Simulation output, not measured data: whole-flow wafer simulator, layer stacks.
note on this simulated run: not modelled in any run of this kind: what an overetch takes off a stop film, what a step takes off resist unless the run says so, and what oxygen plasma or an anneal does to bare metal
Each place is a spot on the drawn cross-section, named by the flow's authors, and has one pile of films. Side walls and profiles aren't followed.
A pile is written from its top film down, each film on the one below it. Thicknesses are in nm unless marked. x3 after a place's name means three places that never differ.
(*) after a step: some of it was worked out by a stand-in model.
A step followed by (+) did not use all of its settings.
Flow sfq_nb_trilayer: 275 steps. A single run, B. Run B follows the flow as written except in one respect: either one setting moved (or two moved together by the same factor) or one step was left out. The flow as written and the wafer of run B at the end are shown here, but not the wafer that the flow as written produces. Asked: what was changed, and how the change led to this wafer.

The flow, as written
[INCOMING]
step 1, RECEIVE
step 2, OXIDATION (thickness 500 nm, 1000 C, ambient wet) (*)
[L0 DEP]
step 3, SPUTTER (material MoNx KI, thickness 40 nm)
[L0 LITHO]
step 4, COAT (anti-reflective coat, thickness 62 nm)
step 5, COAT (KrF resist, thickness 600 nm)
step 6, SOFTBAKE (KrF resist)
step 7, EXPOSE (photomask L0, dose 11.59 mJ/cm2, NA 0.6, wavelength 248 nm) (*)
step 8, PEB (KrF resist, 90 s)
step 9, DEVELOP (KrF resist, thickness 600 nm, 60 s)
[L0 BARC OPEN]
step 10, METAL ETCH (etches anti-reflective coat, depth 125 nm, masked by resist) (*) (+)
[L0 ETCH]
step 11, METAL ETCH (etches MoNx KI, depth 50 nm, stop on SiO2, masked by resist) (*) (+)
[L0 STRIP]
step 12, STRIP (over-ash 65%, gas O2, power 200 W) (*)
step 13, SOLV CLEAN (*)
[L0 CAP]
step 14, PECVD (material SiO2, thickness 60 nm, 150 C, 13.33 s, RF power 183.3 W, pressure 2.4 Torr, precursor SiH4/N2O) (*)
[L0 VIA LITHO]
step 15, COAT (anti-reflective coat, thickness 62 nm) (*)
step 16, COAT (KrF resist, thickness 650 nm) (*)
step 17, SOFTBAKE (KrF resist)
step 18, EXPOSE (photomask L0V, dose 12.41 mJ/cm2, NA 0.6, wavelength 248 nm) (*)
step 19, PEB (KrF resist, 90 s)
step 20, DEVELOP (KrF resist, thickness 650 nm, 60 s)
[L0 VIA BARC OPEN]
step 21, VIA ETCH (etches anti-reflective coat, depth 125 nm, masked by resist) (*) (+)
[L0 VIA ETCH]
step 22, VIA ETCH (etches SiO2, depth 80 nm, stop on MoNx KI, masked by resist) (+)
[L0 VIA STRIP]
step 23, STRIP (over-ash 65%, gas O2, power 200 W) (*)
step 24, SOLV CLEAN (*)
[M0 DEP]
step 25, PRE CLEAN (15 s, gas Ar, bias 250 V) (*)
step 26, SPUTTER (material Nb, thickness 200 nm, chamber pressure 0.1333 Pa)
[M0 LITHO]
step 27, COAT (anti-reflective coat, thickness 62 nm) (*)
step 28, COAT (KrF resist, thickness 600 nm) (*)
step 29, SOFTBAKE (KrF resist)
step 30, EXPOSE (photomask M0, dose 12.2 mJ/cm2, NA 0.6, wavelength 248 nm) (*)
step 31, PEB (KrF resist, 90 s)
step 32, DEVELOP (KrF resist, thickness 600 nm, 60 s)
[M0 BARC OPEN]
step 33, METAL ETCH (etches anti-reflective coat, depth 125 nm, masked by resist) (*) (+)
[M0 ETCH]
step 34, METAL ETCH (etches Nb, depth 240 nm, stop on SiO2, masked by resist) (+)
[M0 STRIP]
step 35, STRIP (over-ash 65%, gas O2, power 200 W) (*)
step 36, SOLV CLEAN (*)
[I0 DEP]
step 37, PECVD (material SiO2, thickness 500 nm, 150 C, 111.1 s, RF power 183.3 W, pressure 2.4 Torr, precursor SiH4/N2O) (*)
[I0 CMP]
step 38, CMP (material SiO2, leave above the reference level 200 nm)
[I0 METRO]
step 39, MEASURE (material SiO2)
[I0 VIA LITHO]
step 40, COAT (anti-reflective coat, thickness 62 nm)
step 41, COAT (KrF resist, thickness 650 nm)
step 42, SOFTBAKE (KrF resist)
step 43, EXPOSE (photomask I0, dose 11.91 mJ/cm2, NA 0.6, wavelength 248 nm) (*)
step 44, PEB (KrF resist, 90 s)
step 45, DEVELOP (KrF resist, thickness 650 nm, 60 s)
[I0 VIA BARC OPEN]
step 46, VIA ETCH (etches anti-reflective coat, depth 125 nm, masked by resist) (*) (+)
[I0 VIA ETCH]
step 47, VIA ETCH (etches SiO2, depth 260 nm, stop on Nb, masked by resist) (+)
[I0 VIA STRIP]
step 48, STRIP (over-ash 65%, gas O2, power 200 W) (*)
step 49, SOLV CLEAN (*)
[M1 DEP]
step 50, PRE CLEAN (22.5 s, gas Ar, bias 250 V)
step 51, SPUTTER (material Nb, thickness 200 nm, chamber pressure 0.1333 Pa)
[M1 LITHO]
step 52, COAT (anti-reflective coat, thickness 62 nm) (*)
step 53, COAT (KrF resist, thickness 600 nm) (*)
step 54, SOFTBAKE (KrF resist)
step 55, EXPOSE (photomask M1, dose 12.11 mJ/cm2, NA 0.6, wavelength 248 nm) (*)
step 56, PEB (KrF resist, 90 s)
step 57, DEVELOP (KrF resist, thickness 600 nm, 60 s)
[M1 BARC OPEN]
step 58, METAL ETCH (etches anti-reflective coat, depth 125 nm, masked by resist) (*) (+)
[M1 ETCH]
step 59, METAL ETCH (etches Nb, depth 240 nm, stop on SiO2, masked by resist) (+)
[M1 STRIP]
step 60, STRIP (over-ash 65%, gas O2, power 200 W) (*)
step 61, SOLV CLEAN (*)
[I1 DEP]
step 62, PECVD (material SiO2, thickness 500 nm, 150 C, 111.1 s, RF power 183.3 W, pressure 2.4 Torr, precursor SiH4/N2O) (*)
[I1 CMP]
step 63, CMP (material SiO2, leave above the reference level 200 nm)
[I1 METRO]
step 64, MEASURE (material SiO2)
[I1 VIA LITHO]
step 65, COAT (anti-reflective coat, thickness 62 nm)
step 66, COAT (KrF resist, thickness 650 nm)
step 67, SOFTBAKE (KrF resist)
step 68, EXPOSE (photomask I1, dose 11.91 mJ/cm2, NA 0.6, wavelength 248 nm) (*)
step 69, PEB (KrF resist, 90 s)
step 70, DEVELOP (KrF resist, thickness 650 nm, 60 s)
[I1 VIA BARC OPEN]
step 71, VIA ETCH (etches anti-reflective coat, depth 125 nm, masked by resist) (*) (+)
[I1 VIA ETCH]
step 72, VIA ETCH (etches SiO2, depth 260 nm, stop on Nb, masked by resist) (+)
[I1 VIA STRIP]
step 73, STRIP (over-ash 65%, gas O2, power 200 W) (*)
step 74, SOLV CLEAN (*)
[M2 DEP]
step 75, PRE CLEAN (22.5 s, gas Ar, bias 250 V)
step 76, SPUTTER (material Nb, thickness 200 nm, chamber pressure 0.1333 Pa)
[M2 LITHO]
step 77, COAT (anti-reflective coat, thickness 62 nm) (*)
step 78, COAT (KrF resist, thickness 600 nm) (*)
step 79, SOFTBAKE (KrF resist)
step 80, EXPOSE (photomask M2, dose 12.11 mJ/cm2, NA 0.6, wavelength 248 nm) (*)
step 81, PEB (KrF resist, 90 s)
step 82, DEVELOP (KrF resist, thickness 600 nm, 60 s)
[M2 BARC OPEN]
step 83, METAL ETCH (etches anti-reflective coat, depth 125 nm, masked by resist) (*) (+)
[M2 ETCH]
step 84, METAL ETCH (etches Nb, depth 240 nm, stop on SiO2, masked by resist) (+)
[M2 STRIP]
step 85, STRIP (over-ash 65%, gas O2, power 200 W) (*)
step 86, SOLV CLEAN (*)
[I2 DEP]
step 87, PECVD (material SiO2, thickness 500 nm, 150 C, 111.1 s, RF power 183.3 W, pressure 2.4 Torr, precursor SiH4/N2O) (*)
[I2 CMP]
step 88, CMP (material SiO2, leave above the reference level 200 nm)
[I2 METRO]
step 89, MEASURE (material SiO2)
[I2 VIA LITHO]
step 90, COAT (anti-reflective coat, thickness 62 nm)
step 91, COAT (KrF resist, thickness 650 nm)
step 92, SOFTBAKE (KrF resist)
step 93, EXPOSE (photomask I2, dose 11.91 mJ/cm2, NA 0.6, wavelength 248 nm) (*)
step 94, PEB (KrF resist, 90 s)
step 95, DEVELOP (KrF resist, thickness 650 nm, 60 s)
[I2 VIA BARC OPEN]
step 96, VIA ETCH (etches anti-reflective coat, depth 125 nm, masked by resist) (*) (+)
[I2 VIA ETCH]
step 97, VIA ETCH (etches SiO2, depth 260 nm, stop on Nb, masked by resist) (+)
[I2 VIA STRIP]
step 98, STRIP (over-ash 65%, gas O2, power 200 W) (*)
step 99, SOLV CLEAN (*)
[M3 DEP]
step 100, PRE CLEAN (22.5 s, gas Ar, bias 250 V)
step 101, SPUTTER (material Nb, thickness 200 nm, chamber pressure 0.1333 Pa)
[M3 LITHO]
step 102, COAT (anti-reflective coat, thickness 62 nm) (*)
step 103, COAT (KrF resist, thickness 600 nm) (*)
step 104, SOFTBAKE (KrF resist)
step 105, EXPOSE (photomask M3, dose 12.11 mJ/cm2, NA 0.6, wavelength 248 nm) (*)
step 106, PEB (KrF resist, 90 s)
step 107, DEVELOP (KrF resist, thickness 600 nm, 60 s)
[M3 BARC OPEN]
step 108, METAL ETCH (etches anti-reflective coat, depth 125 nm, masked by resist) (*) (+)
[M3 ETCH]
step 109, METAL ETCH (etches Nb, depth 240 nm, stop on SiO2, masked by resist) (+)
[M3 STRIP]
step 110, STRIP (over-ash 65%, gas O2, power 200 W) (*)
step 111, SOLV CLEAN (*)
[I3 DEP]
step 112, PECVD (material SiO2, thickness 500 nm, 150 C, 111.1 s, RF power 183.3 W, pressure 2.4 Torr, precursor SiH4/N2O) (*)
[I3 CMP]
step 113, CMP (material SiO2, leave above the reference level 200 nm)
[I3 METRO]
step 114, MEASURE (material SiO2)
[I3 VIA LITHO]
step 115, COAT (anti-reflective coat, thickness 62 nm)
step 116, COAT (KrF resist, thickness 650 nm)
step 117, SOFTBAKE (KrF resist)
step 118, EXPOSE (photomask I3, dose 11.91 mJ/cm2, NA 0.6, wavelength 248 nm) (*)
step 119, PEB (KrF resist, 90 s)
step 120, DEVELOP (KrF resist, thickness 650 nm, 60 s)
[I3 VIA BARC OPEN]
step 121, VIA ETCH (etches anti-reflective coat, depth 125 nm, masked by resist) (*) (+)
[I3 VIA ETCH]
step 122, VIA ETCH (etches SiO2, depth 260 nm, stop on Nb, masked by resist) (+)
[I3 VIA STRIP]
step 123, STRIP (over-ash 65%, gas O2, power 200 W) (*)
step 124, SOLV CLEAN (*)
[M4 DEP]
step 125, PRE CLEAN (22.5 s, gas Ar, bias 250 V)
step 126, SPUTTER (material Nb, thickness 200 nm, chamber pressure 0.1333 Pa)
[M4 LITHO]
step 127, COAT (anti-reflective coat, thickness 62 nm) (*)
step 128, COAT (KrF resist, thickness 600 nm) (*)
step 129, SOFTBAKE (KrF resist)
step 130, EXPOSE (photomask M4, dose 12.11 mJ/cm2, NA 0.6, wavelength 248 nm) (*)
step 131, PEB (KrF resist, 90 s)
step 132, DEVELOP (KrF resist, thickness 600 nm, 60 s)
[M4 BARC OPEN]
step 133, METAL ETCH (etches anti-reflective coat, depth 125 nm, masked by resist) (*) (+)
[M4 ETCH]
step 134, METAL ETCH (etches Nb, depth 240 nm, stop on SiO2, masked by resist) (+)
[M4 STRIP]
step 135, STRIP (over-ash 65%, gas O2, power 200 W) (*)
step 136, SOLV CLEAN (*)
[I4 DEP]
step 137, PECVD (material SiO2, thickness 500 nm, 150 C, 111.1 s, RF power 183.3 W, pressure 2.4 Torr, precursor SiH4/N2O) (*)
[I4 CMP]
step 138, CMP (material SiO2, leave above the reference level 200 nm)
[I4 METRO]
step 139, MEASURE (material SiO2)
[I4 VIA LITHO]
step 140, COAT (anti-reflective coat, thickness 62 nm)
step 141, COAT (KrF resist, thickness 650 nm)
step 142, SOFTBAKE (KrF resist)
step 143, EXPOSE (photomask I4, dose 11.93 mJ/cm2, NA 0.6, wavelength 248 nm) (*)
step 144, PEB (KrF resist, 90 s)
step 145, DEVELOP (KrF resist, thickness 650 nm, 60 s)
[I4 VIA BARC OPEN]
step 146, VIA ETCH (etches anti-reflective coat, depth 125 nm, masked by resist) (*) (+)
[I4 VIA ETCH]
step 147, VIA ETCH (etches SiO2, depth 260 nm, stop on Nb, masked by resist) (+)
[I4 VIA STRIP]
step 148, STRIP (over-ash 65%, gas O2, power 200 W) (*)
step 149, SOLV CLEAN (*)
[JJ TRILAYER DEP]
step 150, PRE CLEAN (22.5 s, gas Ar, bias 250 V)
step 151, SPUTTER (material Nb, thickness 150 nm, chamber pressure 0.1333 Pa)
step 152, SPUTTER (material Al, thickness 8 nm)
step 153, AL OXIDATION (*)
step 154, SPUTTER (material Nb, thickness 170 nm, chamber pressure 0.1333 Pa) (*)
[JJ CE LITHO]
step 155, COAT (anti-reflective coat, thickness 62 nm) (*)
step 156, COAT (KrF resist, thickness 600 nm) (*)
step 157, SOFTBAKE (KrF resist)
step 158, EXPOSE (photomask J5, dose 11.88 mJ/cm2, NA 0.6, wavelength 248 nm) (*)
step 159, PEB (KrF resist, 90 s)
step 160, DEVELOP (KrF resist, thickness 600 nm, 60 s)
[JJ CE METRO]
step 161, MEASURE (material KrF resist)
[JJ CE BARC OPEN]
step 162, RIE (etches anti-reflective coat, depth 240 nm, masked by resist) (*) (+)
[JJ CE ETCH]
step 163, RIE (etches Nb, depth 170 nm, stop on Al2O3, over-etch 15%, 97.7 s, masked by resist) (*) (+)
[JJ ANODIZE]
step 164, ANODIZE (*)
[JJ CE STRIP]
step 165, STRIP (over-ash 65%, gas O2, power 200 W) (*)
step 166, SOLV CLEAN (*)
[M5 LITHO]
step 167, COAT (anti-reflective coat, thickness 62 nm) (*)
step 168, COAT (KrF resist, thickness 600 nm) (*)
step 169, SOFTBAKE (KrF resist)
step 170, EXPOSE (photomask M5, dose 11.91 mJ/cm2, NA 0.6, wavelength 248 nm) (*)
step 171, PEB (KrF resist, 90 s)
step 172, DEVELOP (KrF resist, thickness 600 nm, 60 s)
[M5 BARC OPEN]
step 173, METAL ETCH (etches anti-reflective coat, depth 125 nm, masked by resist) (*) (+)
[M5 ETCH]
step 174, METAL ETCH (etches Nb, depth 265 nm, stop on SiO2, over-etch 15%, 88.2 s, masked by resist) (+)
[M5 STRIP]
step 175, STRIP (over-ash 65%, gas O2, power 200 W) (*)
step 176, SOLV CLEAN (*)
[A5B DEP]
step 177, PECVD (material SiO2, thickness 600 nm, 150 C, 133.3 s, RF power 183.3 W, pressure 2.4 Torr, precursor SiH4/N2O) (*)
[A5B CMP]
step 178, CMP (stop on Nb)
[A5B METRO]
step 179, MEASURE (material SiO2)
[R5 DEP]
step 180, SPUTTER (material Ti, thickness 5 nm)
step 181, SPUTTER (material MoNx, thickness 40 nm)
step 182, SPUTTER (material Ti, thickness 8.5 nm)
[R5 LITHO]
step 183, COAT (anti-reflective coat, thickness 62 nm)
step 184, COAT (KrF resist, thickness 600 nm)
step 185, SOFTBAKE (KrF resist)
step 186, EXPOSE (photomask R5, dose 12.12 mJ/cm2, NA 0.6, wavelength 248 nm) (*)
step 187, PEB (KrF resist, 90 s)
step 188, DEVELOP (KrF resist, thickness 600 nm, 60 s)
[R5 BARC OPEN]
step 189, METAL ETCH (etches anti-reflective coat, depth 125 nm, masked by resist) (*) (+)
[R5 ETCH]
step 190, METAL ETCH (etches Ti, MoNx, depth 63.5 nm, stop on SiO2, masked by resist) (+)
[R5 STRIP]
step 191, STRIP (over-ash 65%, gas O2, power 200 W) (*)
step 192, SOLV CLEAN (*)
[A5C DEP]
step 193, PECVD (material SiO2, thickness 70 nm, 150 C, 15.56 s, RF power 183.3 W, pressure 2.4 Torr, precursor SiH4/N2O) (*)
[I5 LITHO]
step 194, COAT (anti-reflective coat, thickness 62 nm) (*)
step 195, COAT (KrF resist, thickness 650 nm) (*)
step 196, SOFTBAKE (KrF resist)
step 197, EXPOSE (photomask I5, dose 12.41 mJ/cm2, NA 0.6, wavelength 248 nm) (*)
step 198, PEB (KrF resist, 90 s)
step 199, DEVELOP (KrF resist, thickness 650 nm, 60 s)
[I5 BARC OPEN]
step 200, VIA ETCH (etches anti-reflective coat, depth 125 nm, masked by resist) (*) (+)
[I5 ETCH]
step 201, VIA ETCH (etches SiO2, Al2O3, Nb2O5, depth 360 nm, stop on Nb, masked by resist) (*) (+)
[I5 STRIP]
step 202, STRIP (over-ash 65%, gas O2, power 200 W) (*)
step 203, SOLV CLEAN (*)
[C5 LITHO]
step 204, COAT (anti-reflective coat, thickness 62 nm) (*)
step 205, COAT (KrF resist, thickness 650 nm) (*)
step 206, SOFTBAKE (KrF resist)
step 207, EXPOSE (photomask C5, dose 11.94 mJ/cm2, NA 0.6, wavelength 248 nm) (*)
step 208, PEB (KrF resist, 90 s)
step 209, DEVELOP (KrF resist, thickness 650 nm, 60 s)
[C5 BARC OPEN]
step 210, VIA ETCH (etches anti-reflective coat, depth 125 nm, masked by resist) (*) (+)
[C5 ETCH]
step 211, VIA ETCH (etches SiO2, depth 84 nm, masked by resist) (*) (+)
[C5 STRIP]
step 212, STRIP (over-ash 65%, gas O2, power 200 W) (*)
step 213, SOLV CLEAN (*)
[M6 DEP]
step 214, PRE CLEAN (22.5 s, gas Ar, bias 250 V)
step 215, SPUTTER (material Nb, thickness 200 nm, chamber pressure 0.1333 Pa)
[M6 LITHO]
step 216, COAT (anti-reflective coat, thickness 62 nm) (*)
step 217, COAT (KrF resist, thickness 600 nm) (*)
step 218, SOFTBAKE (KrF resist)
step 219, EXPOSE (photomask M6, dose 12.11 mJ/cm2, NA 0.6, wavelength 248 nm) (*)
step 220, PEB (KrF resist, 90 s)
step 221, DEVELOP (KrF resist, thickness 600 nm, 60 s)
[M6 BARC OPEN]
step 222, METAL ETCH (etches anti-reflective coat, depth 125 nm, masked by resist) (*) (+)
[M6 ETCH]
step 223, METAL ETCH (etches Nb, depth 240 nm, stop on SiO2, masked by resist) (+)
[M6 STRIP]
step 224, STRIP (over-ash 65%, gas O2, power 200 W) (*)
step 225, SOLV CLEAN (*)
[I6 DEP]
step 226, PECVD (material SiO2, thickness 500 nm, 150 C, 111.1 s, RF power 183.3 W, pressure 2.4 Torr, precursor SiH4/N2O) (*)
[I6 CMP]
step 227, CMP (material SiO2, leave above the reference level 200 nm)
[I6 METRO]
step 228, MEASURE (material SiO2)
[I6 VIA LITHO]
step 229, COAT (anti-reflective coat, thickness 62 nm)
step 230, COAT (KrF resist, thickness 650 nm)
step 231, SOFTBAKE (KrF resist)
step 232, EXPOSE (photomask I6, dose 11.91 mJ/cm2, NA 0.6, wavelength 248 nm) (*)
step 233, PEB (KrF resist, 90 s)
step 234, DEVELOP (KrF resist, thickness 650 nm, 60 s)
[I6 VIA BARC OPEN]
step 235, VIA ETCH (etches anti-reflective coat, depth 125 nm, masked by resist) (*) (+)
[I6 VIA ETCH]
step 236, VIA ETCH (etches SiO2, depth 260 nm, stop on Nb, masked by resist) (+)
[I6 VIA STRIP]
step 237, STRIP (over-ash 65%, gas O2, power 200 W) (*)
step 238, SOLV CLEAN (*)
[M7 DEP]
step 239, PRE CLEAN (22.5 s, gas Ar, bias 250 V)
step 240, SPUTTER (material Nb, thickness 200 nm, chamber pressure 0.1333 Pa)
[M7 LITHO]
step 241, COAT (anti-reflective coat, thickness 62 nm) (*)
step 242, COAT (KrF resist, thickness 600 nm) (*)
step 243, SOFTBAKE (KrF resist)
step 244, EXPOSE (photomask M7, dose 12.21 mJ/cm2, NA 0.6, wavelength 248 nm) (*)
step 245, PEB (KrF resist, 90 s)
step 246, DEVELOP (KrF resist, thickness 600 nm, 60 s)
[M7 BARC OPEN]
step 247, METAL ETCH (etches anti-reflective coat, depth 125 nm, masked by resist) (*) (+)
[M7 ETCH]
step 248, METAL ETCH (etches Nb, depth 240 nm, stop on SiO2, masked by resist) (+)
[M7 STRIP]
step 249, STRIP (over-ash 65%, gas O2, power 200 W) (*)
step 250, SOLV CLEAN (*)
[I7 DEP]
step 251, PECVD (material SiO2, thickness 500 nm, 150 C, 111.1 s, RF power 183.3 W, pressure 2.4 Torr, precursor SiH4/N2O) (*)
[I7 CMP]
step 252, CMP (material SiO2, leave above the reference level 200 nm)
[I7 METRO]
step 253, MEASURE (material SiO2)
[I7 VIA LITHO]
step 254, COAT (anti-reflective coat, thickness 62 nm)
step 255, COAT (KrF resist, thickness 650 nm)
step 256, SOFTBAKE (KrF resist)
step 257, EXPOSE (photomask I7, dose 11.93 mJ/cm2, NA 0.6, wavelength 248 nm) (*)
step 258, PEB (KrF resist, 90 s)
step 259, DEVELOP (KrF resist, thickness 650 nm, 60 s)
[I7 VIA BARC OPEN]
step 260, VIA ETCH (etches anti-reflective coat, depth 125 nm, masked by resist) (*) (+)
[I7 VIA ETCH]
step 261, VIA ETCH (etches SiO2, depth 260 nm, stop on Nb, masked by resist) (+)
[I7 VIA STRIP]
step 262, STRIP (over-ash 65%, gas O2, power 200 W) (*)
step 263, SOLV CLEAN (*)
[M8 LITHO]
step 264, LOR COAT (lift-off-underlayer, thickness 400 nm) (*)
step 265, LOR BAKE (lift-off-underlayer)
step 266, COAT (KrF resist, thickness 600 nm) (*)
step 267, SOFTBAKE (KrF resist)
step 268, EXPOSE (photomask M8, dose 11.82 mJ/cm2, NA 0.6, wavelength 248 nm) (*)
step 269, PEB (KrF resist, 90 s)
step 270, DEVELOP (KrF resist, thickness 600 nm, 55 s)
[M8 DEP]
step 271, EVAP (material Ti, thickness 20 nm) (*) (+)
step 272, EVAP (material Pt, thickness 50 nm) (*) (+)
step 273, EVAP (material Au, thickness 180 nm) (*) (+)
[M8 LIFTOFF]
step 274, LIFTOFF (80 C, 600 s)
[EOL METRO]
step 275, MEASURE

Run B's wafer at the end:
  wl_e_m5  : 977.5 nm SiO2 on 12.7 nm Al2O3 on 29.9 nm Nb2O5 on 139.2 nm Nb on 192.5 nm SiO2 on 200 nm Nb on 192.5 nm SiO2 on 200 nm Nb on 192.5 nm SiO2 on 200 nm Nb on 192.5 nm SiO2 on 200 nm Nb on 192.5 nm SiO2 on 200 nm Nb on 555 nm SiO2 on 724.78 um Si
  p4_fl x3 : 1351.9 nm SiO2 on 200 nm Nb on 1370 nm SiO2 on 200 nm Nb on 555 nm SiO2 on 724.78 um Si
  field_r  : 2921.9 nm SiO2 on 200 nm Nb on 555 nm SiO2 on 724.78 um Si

The reason: step 240, SPUTTER: thickness 176 nm was run, while the flow as written has thickness 200 nm.

How this came from the change, step by step:
  step 240, SPUTTER (material Nb, thickness 200 nm, chamber pressure 0.1333 Pa)
      field_l, v_sur, via_wl and 102 more: +176 Nb (new film) (it would be, as written: +200 Nb (new film))
      via_v: +141.7 Nb (it would be, as written: +161.1 Nb)
  step 248, METAL ETCH (etches Nb, depth 240 nm, stop on SiO2, masked by resist) (+)
      field_l, field_r, lsp_l and 62 more: -176 Nb (all of it) (it would be, as written: -200 Nb (all of it))
  step 251, PECVD (material SiO2, thickness 500 nm, 150 C, 111.1 s, RF power 183.3 W, pressure 2.4 Torr, precursor SiH4/N2O) (*)
      m7r_space_l x2: +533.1 SiO2 (it would be, as written: +557.1 SiO2)
  step 252, CMP (material SiO2, leave above the reference level 200 nm)
      field_l, p4_fl x3, p4_w1 x9 and 46 more: -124 SiO2 (it would be, as written: -100 SiO2)
      field_r, lsp_l: -104.3 SiO2 (it would be, as written: -77.7 SiO2)
      (also at 2 further places)
